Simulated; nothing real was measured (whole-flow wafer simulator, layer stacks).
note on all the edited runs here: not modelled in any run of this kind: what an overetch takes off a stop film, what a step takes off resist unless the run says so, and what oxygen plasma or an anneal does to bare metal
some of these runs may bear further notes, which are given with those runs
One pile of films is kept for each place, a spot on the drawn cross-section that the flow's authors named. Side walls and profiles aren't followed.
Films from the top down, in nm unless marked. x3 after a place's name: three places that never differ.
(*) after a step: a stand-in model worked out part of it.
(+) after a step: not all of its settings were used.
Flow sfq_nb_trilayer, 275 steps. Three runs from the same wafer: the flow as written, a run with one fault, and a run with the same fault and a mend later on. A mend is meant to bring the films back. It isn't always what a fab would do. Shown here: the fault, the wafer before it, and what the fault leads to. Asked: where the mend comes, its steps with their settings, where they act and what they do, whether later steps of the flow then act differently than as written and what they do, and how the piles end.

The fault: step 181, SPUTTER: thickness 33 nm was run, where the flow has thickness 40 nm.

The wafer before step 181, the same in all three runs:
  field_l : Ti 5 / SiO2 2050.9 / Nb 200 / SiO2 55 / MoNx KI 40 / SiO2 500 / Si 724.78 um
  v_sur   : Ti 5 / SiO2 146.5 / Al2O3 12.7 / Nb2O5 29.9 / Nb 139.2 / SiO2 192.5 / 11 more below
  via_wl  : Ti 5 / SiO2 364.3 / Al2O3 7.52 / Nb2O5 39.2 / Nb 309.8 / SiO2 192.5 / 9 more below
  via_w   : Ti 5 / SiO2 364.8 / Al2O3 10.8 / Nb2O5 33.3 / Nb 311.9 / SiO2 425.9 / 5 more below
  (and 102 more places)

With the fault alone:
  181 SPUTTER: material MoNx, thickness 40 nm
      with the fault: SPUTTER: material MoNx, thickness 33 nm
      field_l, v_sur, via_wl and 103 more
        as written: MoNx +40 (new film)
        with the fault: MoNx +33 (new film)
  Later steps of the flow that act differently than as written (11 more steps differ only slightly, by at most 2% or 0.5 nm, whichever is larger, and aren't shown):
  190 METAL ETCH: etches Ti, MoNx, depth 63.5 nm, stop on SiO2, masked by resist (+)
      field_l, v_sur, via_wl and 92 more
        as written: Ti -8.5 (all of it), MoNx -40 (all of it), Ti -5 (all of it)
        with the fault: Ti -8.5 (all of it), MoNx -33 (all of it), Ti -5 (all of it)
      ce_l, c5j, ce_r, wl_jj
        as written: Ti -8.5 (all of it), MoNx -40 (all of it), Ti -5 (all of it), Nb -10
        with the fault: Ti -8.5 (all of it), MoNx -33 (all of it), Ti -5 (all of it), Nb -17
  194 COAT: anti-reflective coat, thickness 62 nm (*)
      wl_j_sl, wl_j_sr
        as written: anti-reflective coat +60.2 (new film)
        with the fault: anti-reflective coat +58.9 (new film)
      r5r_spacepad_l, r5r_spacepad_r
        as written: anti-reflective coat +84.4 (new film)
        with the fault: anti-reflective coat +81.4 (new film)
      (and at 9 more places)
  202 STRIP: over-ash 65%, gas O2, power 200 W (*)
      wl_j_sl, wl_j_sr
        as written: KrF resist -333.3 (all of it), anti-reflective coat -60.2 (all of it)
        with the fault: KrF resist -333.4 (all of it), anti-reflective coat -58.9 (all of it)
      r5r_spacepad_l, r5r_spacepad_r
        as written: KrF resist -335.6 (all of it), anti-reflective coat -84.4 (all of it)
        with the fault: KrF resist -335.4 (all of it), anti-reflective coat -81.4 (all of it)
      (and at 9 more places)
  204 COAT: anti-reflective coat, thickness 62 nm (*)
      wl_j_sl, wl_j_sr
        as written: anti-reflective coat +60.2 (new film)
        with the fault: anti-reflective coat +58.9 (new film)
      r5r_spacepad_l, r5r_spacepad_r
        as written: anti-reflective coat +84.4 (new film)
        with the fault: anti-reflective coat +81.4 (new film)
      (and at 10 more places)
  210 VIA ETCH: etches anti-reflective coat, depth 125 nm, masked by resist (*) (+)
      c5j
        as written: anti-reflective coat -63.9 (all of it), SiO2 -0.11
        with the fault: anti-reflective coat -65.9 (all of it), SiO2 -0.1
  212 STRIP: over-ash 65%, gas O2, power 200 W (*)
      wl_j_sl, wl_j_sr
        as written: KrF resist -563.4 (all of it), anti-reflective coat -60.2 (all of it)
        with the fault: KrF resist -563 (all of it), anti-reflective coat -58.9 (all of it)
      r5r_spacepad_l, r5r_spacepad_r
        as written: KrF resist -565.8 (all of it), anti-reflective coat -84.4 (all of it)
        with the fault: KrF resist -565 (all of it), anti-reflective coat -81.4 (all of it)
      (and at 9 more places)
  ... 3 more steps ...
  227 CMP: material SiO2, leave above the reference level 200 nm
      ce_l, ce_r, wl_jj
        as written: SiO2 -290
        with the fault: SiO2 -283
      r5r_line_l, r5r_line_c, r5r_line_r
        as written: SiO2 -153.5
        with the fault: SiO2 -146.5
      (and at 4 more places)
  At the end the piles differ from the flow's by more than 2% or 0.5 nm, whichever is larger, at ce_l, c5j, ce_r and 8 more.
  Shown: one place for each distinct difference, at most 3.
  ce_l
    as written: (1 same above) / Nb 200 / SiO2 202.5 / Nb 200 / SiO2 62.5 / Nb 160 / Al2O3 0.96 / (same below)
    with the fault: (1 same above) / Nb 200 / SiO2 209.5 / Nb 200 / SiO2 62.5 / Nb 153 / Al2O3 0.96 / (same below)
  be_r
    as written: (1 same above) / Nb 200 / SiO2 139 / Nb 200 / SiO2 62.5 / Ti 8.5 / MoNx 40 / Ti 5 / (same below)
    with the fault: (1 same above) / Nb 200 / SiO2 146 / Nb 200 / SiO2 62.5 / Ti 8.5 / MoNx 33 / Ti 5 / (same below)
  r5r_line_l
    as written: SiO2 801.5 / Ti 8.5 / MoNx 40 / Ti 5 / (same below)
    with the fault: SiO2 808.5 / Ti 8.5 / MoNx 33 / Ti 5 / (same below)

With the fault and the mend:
  The mend comes after step 181.
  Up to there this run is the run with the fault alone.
  181a SPUTTER: material MoNx, thickness 7 nm (the flow's step 181 once more, with other settings)
      field_l, v_sur, via_wl and 103 more
        MoNx +7
  No later step of the flow acts differently than as written at any place that is followed.
  At the end the piles are the same as the flow's at every place that both follow.
